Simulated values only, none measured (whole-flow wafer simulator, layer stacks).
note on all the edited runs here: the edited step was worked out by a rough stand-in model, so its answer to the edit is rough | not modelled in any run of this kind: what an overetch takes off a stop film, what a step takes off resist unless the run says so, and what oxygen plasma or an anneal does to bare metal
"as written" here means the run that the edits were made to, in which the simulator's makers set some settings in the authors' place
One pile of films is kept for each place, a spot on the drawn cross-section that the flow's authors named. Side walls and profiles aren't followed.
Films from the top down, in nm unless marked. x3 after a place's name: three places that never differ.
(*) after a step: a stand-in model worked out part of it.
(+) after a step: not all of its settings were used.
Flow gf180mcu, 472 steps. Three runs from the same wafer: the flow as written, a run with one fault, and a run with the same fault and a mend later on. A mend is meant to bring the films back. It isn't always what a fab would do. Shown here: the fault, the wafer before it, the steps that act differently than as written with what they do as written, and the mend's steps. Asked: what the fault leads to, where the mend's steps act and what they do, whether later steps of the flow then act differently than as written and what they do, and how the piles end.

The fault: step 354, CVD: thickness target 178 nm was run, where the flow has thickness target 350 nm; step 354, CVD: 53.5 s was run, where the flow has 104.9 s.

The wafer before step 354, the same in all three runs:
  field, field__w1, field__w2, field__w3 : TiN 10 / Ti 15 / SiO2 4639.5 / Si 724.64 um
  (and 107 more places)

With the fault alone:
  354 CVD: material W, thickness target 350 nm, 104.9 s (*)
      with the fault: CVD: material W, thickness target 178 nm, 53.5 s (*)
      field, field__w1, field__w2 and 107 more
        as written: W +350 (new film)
        with the fault: W +180 (new film)
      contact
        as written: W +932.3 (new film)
        with the fault: W +762.2 (new film)
  Later steps of the flow that act differently than as written:
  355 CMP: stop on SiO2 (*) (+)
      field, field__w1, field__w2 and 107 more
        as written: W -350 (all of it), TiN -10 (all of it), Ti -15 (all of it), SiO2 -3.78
        with the fault: W -180 (all of it), TiN -10 (all of it), Ti -15 (all of it), SiO2 -2.07
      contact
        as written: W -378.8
        with the fault: W -207
  At the end the piles differ from the flow's only slightly at the places that both follow, by at most 2% or 0.5 nm, whichever is larger.

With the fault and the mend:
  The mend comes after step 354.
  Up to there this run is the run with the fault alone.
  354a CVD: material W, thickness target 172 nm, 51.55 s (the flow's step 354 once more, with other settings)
      field, field__w1, field__w2 and 108 more
        W +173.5
  No later step of the flow acts differently than as written, at any place that is followed, by more than 2% or 0.5 nm, whichever is larger.
  At the end the piles differ from the flow's only slightly at the places that both follow, by at most 2% or 0.5 nm, whichever is larger.
